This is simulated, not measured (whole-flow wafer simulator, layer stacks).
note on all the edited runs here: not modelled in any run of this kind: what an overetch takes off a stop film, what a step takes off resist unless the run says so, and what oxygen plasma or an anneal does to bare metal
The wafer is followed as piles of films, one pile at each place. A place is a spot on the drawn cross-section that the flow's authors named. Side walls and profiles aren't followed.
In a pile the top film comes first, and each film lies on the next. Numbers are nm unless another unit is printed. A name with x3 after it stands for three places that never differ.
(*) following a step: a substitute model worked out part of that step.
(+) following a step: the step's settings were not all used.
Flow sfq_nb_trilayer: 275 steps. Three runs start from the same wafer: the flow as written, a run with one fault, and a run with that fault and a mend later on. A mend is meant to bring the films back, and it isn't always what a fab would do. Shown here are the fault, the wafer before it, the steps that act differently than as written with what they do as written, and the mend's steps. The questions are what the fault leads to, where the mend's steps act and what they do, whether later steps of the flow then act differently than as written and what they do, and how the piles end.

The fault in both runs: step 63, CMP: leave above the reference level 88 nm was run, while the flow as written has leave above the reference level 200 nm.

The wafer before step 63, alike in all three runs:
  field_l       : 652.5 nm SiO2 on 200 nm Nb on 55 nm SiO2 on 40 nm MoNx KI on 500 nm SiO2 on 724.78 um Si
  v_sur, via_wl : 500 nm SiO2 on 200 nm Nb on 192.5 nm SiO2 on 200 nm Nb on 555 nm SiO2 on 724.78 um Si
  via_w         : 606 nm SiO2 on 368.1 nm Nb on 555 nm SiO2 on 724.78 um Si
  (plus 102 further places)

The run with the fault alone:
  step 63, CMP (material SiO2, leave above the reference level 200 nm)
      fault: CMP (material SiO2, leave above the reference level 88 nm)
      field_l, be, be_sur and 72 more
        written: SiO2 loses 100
        fault: SiO2 loses 212
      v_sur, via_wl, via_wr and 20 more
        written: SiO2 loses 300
        fault: SiO2 loses 412
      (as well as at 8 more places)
  Later steps of the flow acting differently than as written (3 other steps are not shown; they differ only slightly, by no more than 2% or 0.5 nm, whichever is larger):
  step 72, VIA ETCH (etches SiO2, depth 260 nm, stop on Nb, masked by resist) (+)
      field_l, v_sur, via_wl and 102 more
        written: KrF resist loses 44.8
        fault: KrF resist loses 22.7
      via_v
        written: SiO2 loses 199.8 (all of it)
        fault: SiO2 loses 87.8 (all of it)
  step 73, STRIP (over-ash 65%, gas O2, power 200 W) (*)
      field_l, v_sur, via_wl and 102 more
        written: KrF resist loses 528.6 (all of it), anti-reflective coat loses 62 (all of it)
        fault: KrF resist loses 550.7 (all of it), anti-reflective coat loses 62 (all of it)
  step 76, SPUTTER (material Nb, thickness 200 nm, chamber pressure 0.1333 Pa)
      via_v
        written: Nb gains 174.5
        fault: Nb gains 196.5
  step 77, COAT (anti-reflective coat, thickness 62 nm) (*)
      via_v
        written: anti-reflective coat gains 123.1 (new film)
        fault: anti-reflective coat gains 97 (new film)
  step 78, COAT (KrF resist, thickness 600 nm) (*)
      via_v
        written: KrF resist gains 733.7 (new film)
        fault: KrF resist gains 643.2 (new film)
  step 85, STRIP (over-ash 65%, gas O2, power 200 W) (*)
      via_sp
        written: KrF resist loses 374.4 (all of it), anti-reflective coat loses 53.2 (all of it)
        fault: KrF resist loses 382.6 (all of it), anti-reflective coat loses 54.1 (all of it)
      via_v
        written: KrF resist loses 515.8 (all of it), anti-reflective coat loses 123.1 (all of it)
        fault: KrF resist loses 425.5 (all of it), anti-reflective coat loses 97 (all of it)
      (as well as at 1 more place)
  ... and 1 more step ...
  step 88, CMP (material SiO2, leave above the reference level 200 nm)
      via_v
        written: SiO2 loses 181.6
        fault: SiO2 loses 209.5
  At field_l, v_sur, via_wl and 103 more, the piles at the end differ from the flow's by more than 2% or 0.5 nm, whichever is larger.
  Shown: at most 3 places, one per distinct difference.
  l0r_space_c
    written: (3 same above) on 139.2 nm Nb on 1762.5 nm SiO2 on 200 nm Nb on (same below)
    fault: (3 same above) on 139.2 nm Nb on 1650.5 nm SiO2 on 200 nm Nb on (same below)
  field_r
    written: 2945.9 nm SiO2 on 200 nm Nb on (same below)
    fault: 2833.9 nm SiO2 on 200 nm Nb on (same below)
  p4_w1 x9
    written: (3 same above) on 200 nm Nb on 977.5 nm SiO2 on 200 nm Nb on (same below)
    fault: (3 same above) on 200 nm Nb on 865.5 nm SiO2 on 200 nm Nb on (same below)

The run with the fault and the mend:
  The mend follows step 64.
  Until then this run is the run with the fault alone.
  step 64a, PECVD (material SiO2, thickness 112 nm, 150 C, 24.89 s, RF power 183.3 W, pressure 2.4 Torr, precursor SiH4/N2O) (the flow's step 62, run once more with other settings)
      field_l, v_sur, via_wl and 103 more
        SiO2 gains 112
  Every later step of the flow that is run acts as written at every place that is followed.
  At every place that both follow, the piles at the end match the flow's.
